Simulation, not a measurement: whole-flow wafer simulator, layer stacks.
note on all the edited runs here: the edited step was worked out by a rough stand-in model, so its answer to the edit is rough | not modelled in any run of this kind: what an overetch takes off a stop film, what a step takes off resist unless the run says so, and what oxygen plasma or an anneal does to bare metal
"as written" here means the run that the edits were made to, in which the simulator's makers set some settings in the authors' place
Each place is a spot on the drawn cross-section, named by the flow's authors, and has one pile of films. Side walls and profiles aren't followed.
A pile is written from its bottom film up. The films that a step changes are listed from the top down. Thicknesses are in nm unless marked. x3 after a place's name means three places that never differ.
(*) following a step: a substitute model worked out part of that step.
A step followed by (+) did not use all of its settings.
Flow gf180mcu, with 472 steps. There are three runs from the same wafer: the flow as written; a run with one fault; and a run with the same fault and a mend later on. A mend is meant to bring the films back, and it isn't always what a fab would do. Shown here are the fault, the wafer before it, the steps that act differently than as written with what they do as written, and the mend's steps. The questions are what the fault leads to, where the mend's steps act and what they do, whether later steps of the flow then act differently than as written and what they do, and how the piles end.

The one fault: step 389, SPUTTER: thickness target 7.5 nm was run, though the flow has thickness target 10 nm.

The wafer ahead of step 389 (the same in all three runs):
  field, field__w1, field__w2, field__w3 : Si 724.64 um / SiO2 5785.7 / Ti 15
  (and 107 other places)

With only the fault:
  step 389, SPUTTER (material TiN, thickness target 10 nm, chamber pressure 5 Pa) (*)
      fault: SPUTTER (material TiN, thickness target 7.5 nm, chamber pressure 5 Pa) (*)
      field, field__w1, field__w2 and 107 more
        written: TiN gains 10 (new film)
        fault: TiN gains 7.5 (new film)
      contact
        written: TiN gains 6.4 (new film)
        fault: TiN gains 4.81 (new film)
  Steps further on in the flow that do not act as written (1 more step, not shown, differs only slightly: by at most 2% or 0.5 nm, whichever is larger):
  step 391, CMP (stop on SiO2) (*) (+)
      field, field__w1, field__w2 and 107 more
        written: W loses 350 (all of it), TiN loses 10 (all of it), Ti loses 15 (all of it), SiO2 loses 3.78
        fault: W loses 350 (all of it), TiN loses 7.5 (all of it), Ti loses 15 (all of it), SiO2 loses 3.76
  At contact, the piles at the end differ from the flow's by more than 2% or 0.5 nm, whichever is larger.
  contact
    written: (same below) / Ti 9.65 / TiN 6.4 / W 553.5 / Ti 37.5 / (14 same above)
    fault: (same below) / Ti 9.65 / TiN 4.81 / W 555.1 / Ti 37.5 / (14 same above)

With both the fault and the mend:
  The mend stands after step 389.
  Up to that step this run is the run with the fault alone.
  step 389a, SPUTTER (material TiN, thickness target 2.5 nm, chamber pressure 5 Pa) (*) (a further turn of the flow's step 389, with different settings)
      field, field__w1, field__w2 and 107 more
        TiN gains 2.5
      contact
        TiN gains 1.6
  Later steps of the flow that are run all act as written at every place that is followed.
  The piles end the same as the flow's at every place that both follow.
